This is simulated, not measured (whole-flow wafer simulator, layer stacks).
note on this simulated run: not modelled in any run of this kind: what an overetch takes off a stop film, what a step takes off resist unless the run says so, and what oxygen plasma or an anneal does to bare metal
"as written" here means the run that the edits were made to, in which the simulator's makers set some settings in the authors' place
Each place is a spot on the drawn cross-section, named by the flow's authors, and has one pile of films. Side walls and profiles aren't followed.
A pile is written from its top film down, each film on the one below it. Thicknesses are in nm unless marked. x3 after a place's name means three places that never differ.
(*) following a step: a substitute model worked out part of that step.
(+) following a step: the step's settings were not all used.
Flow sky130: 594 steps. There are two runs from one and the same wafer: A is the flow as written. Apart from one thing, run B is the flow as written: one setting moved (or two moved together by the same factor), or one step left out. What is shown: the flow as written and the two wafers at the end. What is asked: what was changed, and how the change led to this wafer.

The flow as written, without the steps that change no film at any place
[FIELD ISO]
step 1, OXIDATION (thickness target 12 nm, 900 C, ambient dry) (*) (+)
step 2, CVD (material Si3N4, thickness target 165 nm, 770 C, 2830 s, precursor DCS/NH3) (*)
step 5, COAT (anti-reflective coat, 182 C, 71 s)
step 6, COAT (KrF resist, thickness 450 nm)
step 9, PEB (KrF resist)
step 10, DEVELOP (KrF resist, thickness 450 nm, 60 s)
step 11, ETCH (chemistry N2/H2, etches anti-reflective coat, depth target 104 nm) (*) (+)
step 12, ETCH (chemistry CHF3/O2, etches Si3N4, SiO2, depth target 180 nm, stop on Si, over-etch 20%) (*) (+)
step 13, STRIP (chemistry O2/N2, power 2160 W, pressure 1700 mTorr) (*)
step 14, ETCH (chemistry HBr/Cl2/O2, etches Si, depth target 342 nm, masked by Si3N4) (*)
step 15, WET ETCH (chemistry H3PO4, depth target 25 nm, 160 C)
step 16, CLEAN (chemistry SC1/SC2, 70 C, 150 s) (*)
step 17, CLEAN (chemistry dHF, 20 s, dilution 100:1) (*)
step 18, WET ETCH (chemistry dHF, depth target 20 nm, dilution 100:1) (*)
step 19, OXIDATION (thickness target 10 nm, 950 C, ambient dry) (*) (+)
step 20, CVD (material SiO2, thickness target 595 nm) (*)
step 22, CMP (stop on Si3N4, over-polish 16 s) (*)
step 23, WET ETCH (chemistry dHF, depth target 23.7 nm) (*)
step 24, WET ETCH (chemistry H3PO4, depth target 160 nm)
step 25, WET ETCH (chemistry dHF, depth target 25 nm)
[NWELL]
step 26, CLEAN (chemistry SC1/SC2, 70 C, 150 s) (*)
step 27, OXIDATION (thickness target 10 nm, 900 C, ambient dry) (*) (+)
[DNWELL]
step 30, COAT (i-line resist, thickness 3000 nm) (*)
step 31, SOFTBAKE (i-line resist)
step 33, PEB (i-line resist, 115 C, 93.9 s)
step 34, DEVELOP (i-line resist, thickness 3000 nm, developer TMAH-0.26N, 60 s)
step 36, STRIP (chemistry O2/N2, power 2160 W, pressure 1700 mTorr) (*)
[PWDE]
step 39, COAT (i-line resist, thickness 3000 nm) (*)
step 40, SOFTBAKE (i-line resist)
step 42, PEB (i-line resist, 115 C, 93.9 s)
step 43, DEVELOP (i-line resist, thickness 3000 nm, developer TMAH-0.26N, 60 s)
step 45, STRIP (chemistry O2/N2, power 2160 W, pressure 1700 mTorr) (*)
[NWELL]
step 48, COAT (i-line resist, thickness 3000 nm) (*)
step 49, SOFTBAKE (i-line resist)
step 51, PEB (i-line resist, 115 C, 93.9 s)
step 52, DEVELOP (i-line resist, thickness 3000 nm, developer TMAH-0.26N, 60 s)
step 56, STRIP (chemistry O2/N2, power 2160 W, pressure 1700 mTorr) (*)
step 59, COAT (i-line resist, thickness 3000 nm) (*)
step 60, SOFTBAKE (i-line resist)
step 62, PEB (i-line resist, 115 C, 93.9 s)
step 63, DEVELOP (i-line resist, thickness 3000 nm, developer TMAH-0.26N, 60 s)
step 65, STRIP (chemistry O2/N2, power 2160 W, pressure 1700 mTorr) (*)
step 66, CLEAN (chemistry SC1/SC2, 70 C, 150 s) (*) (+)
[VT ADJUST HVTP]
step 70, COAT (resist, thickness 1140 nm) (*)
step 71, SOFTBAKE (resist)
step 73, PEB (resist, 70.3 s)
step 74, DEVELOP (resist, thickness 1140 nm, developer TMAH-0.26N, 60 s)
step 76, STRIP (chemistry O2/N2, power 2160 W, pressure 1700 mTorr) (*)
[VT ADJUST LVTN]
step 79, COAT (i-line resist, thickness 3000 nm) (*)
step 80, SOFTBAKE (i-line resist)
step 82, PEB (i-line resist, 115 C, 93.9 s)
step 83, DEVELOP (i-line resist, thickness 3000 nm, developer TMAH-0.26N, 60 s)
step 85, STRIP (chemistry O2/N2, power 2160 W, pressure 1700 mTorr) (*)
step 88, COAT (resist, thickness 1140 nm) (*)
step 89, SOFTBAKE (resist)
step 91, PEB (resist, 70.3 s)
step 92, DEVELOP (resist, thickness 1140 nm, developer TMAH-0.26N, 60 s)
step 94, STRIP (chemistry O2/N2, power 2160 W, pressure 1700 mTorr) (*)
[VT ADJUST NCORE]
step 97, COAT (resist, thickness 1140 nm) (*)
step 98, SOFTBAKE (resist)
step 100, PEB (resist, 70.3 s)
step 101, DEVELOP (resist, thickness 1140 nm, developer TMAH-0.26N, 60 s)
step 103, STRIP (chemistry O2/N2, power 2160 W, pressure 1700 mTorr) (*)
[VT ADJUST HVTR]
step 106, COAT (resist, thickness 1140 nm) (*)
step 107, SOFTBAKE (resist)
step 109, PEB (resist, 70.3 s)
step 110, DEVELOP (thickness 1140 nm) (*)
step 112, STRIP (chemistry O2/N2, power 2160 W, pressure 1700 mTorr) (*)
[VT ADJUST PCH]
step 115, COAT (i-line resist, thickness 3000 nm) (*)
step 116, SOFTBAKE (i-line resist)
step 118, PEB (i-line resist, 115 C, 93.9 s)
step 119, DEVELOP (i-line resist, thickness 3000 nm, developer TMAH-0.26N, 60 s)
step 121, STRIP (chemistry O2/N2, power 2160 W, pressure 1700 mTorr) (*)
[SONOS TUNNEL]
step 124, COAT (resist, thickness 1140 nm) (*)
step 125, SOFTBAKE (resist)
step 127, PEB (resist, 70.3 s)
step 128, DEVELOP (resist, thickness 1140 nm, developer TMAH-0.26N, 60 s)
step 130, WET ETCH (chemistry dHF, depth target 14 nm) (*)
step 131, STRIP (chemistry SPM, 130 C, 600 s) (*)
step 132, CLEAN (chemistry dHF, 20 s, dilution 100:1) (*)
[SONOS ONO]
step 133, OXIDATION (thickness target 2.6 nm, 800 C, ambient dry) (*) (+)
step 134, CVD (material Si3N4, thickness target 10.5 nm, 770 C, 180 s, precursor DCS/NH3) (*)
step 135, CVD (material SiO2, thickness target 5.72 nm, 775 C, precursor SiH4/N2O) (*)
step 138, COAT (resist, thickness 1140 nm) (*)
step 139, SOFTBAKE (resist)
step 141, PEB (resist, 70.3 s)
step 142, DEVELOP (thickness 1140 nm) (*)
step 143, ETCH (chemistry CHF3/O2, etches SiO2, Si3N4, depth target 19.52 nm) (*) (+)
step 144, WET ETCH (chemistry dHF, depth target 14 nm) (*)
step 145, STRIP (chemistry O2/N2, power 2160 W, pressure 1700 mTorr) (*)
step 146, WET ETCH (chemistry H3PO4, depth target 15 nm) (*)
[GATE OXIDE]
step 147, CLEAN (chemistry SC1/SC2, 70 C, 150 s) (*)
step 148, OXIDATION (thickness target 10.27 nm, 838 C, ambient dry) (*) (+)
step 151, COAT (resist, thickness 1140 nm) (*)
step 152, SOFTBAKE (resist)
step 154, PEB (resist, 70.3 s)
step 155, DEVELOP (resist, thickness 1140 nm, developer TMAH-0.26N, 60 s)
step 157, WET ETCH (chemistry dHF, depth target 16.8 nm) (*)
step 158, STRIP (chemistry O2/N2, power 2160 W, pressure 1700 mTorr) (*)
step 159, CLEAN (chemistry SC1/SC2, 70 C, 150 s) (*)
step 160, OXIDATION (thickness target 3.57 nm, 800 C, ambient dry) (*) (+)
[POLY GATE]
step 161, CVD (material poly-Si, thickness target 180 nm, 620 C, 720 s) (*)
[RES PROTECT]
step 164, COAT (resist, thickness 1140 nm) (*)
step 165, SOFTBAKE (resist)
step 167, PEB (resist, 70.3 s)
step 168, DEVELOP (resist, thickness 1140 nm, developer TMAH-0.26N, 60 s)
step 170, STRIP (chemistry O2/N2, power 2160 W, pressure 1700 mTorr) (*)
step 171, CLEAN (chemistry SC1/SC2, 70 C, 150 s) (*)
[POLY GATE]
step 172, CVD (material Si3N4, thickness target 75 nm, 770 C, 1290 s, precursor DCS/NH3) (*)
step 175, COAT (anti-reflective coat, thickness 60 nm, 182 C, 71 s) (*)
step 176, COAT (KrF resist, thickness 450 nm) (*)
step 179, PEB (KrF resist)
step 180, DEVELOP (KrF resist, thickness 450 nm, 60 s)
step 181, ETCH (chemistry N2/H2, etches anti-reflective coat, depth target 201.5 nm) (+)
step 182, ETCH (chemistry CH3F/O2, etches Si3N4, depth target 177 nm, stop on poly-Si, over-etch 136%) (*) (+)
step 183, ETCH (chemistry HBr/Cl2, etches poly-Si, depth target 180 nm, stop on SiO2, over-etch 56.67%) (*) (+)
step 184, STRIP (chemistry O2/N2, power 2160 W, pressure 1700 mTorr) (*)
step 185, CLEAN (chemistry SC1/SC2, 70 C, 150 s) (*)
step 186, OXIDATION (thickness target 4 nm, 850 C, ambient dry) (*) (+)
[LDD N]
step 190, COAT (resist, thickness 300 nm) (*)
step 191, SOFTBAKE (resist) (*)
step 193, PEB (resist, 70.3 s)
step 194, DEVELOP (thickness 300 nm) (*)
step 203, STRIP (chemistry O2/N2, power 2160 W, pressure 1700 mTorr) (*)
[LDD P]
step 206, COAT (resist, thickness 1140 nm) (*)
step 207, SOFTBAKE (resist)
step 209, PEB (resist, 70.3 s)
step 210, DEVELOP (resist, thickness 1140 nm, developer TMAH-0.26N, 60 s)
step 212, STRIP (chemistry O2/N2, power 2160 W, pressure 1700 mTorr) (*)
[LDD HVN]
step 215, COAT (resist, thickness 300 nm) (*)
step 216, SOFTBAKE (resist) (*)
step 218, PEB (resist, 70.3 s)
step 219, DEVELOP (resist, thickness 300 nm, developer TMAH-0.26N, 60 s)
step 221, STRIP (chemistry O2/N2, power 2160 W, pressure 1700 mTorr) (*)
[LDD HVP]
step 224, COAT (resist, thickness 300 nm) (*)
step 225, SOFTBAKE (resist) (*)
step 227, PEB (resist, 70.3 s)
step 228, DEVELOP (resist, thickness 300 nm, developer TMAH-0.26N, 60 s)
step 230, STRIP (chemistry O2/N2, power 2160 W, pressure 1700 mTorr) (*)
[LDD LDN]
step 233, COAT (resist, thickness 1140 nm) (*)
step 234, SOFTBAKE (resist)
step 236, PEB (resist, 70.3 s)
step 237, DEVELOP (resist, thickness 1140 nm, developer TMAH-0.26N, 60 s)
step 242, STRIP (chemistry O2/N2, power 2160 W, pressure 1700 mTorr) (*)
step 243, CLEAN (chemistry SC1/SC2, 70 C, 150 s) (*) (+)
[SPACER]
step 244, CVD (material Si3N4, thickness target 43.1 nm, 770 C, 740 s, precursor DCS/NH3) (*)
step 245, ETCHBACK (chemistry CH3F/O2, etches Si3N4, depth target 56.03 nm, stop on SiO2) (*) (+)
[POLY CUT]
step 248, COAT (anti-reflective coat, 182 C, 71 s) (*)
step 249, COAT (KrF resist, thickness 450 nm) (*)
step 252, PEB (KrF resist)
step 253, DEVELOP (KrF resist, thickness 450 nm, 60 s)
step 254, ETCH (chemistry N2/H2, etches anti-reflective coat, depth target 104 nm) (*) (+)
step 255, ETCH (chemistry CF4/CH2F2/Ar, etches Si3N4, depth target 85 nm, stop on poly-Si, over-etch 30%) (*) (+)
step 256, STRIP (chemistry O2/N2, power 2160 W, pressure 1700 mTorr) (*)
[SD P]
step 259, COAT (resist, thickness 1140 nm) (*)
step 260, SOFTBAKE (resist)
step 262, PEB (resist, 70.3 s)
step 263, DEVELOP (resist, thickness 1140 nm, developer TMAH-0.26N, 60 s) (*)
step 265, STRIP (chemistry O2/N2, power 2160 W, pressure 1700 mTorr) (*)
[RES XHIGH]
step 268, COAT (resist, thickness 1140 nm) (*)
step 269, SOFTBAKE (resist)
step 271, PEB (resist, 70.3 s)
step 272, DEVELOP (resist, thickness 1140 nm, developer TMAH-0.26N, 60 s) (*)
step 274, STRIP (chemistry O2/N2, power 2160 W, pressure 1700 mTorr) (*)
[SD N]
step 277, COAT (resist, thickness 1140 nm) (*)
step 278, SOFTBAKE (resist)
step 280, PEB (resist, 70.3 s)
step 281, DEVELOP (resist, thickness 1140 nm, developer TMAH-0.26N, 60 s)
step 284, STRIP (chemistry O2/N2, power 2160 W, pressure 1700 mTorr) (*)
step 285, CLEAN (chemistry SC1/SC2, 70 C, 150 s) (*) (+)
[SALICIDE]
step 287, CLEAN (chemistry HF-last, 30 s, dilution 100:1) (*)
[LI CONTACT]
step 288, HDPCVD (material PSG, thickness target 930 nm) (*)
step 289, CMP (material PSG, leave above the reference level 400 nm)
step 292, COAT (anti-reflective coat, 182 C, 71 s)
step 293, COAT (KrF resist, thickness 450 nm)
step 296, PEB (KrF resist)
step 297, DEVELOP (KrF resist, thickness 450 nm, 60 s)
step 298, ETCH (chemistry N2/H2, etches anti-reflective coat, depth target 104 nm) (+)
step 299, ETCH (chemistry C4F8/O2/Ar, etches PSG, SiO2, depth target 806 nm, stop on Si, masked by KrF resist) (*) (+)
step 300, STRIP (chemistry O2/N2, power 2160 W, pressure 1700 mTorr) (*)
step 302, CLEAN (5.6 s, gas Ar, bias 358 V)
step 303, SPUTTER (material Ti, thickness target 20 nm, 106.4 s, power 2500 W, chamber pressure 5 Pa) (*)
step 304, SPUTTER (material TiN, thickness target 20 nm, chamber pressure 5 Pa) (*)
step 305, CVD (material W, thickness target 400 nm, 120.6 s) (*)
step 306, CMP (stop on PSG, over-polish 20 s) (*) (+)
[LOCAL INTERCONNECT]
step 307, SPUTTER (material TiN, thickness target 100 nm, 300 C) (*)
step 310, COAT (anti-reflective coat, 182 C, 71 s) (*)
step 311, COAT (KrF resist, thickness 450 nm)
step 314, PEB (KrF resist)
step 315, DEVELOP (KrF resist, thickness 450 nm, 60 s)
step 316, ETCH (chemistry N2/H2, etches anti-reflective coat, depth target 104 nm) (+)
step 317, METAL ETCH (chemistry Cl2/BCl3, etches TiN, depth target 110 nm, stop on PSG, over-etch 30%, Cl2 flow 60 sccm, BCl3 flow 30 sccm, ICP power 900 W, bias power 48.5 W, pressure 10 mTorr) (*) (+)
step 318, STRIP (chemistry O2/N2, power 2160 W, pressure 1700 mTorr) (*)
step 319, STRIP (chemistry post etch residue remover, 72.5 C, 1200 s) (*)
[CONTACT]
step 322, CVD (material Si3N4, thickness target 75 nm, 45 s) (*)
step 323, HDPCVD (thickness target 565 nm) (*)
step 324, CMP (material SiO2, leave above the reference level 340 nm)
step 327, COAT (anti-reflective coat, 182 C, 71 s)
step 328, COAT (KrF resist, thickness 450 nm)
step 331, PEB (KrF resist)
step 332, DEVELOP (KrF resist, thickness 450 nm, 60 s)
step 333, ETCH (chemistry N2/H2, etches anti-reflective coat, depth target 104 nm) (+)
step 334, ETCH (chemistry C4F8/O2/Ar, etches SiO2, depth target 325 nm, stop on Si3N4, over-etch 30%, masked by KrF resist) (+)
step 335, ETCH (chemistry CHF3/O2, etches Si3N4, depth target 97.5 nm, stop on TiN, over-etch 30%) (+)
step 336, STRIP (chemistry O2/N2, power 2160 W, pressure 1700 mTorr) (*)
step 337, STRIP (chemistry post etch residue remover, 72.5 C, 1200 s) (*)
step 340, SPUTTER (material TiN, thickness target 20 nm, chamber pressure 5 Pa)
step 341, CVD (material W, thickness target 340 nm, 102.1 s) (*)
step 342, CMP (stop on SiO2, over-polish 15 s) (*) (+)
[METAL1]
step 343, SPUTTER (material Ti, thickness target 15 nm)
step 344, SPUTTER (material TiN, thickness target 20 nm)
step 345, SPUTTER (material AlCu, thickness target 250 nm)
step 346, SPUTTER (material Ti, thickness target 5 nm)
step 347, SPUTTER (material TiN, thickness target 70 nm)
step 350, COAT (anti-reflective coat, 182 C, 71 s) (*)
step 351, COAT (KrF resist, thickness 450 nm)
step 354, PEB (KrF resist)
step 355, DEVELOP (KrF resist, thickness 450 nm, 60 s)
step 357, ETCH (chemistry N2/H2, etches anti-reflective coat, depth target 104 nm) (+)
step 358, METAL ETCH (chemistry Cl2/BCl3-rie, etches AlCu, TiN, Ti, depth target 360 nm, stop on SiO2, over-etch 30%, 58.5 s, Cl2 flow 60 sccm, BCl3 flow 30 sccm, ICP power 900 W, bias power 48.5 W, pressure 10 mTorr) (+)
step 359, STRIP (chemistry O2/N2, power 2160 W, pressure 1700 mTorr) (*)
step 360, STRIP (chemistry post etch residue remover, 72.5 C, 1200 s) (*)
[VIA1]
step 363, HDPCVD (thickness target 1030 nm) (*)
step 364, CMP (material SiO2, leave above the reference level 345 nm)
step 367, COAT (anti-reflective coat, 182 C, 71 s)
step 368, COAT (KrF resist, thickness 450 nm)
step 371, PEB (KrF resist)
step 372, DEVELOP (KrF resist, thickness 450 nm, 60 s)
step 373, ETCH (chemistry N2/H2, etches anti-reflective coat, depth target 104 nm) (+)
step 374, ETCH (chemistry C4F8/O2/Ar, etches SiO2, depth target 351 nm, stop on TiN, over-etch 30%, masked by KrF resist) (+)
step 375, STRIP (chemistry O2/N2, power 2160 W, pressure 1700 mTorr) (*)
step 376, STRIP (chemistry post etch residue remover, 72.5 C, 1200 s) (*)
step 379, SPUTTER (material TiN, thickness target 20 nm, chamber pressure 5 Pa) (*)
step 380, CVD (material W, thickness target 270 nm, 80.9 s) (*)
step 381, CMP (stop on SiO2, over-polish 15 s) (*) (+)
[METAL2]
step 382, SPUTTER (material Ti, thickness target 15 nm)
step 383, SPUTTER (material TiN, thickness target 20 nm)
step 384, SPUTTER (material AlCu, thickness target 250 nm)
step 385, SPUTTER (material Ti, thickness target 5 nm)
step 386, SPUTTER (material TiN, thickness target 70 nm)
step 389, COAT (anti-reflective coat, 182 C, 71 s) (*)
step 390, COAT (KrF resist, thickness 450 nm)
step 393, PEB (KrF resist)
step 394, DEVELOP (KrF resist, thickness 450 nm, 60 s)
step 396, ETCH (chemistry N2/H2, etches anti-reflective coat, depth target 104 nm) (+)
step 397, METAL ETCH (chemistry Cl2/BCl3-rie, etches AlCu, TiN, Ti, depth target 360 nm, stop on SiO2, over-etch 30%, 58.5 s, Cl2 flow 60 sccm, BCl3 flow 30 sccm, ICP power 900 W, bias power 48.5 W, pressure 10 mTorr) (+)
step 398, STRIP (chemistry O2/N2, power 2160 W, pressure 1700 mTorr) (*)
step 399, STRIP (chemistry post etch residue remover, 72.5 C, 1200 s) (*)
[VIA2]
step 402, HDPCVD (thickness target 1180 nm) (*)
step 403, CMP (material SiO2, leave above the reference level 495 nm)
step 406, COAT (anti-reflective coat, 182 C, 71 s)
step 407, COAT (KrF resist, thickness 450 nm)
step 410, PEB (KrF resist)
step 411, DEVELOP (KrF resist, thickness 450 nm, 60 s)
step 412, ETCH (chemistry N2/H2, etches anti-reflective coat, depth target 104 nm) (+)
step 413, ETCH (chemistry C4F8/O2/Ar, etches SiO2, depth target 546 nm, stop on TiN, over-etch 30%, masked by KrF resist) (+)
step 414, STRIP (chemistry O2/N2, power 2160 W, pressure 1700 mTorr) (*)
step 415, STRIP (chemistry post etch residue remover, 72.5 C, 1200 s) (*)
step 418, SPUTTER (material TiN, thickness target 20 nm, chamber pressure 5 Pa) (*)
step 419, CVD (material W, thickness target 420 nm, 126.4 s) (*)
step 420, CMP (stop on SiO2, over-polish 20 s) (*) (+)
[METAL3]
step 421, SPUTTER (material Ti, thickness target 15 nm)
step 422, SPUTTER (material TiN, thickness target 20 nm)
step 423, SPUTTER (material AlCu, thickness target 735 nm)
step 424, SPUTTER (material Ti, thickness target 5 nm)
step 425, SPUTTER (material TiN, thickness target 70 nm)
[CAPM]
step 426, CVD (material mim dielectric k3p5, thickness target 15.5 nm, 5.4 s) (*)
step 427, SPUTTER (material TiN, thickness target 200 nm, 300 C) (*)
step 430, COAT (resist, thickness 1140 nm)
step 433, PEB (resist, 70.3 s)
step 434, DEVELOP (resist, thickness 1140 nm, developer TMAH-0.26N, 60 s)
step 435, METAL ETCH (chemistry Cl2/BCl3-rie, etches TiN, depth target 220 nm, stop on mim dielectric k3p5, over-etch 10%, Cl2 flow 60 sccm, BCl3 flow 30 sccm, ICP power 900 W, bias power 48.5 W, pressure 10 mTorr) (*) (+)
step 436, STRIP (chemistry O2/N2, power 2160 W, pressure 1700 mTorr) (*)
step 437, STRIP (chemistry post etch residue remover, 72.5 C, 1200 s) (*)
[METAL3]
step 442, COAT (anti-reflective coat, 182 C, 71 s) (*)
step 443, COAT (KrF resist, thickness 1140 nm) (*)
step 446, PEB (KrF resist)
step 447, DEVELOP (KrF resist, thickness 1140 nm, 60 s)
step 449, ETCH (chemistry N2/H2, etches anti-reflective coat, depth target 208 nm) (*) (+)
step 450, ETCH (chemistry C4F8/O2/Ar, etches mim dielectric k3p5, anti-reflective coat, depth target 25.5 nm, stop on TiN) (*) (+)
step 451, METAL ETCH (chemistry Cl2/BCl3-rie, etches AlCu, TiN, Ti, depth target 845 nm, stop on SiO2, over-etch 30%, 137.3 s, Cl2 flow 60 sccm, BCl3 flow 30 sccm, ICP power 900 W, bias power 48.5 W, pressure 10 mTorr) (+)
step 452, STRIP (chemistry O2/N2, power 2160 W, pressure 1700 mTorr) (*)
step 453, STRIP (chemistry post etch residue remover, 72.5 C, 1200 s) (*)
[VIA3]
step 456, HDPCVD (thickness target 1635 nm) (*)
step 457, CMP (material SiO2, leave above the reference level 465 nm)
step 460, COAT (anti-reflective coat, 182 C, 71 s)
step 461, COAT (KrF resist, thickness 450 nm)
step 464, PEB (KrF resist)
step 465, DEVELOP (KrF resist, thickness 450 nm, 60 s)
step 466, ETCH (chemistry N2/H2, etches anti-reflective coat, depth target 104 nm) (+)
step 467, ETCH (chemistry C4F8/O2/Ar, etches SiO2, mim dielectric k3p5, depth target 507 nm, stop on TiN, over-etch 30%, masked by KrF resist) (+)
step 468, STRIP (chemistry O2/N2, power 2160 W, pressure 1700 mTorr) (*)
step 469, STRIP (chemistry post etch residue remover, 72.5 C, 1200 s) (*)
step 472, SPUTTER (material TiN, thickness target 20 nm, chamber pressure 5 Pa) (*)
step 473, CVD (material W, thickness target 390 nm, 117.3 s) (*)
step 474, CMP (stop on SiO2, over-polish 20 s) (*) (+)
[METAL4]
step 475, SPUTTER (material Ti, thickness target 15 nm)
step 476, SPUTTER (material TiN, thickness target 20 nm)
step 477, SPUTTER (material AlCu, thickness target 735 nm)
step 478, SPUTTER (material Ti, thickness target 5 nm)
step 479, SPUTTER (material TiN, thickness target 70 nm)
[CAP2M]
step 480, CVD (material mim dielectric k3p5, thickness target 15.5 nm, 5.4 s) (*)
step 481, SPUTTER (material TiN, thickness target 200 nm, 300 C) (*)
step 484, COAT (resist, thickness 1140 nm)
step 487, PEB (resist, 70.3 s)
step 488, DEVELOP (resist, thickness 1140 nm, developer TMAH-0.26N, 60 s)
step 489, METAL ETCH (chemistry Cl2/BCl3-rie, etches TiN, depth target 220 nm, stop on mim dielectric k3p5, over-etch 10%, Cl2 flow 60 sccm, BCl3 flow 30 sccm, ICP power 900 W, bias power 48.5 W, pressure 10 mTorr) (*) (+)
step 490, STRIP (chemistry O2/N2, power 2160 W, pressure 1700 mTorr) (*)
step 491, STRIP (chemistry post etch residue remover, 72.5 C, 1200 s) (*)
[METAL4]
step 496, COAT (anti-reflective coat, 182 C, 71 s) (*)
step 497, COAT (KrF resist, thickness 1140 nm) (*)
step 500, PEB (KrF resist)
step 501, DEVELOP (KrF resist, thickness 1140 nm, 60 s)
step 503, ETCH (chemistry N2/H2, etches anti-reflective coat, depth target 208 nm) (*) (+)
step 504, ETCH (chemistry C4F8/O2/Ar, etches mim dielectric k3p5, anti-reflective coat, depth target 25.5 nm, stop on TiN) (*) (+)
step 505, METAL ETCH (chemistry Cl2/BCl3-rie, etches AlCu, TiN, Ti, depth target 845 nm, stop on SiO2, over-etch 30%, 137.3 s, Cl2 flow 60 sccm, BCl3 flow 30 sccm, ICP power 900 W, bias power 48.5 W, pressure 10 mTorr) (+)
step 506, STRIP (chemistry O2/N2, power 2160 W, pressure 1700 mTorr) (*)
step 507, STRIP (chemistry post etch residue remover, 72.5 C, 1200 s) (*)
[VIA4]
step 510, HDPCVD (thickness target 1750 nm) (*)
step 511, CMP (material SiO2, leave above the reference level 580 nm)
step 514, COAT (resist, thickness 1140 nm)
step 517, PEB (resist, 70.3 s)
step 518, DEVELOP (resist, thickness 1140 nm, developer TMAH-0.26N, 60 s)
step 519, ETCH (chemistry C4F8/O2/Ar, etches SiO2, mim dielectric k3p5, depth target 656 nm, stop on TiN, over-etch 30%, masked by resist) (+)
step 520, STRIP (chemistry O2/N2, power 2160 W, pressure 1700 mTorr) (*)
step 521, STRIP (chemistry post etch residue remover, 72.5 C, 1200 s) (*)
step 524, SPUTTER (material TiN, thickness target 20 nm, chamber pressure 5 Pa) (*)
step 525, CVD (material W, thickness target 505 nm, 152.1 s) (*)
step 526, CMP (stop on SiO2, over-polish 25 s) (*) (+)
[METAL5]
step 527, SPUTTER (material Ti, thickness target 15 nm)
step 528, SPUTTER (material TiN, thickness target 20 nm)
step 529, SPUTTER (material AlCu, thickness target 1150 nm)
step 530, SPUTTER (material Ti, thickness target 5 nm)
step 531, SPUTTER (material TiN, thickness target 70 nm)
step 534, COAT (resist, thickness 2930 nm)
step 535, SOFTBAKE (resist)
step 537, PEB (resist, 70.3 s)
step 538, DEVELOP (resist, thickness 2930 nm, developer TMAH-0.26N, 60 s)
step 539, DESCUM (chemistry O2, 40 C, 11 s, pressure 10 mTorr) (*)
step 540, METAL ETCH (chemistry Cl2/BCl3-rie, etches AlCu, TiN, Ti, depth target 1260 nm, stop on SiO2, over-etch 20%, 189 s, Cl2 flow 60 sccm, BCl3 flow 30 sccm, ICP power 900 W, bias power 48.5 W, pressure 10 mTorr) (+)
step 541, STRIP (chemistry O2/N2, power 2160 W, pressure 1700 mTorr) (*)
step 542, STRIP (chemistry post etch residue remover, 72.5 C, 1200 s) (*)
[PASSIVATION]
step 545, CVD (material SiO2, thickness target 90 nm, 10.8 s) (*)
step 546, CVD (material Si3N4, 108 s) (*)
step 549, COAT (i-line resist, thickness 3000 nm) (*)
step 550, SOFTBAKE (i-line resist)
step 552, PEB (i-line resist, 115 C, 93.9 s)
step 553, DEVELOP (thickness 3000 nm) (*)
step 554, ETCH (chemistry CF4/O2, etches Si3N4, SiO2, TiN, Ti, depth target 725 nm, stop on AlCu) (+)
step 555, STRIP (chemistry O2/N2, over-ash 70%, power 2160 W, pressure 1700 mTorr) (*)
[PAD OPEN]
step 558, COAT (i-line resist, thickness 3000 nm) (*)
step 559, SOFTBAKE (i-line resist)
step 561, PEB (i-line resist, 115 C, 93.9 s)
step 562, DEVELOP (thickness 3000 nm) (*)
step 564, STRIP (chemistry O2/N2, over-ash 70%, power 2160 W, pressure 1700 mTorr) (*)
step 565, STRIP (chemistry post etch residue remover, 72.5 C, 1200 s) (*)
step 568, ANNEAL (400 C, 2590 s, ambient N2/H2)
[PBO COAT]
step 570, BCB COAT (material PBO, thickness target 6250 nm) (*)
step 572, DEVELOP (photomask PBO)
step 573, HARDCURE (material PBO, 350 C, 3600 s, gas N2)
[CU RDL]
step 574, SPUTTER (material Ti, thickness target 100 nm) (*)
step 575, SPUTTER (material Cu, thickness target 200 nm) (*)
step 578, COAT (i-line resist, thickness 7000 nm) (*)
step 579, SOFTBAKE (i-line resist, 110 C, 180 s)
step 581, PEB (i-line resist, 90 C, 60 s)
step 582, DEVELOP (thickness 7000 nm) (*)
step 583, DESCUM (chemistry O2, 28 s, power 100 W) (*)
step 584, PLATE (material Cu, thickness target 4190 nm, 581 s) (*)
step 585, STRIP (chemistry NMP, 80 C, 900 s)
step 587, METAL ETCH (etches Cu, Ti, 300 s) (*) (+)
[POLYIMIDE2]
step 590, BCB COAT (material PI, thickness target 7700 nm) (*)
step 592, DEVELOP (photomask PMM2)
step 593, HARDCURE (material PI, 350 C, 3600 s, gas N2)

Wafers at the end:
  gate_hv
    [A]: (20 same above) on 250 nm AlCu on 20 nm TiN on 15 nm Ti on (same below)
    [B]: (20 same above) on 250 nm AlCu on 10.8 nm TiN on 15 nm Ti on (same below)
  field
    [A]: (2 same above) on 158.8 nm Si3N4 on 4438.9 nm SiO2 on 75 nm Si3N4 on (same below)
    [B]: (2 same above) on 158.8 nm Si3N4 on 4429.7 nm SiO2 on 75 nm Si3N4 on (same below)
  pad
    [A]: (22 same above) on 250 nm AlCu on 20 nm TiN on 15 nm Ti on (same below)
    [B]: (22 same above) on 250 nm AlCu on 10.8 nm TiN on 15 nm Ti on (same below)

What caused this: step 383, SPUTTER: thickness target 10.8 nm was run, whereas the flow has thickness target 20 nm.
One can read it off the wafer: gate_hv has TiN 10.8, and step 383 as written asks for 20 nm.

Step by step, how the change led to this:
  step 383, SPUTTER (material TiN, thickness target 20 nm)
      field, active, n_well and 188 more: A TiN gains 20 (new film) | B TiN gains 10.8 (new film)
  step 397, METAL ETCH (chemistry Cl2/BCl3-rie, etches AlCu, TiN, Ti, depth target 360 nm, stop on SiO2, over-etch 30%, 58.5 s, Cl2 flow 60 sccm, BCl3 flow 30 sccm, ICP power 900 W, bias power 48.5 W, pressure 10 mTorr) (+)
      field, active, gate and 82 more: A TiN loses 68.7 (all of it), Ti loses 5 (all of it), AlCu loses 250 (all of it), TiN loses 20 (all of it), Ti loses 15 (all of it), SiO2 loses 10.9 | B TiN loses 68.7 (all of it), Ti loses 5 (all of it), AlCu loses 250 (all of it), TiN loses 10.8 (all of it), Ti loses 15 (all of it), SiO2 loses 11.9
  step 403, CMP (material SiO2, leave above the reference level 495 nm)
      field, active, gate and 82 more: A SiO2 loses 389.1 | B SiO2 loses 397.3
